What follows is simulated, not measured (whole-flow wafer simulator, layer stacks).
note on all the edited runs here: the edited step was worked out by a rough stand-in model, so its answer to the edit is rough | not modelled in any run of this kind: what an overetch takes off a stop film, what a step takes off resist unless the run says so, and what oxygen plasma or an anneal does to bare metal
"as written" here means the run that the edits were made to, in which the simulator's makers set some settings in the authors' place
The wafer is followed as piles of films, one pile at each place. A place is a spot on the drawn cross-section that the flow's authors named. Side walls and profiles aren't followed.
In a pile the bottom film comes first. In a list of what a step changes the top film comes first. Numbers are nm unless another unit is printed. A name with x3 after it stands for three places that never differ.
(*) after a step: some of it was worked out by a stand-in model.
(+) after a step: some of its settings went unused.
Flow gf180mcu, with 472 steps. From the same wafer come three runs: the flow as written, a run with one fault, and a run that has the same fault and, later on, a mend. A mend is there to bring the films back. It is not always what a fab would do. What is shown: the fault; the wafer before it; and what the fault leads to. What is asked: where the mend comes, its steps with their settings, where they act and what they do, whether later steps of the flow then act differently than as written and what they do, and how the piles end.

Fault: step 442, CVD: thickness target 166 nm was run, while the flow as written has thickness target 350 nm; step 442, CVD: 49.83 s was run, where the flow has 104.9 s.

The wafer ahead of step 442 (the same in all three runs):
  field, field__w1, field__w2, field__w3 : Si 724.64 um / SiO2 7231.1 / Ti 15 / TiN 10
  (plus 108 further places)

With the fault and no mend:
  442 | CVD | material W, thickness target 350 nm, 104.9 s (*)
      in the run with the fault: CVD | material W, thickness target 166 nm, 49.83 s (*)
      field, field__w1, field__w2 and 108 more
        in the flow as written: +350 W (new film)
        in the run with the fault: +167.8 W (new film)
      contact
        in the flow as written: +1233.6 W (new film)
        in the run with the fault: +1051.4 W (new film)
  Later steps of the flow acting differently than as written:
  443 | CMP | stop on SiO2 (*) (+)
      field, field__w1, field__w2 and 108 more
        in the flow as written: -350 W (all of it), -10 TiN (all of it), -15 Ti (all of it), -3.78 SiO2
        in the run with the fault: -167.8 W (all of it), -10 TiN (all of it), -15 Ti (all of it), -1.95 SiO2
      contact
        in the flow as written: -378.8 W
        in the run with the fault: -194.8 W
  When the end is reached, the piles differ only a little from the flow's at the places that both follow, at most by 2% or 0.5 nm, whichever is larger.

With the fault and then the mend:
  The mend follows step 442.
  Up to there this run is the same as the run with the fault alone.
  442a | CVD | material W, thickness target 184 nm, 55.15 s (the flow's step 442, run once more with other settings)
      field, field__w1, field__w2 and 109 more
        +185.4 W
  Later steps of the flow that are run all act as written at every place that is followed, up to a difference of at most 2% or 0.5 nm, whichever is larger.
  When the end is reached, the piles differ only a little from the flow's at the places that both follow, at most by 2% or 0.5 nm, whichever is larger.
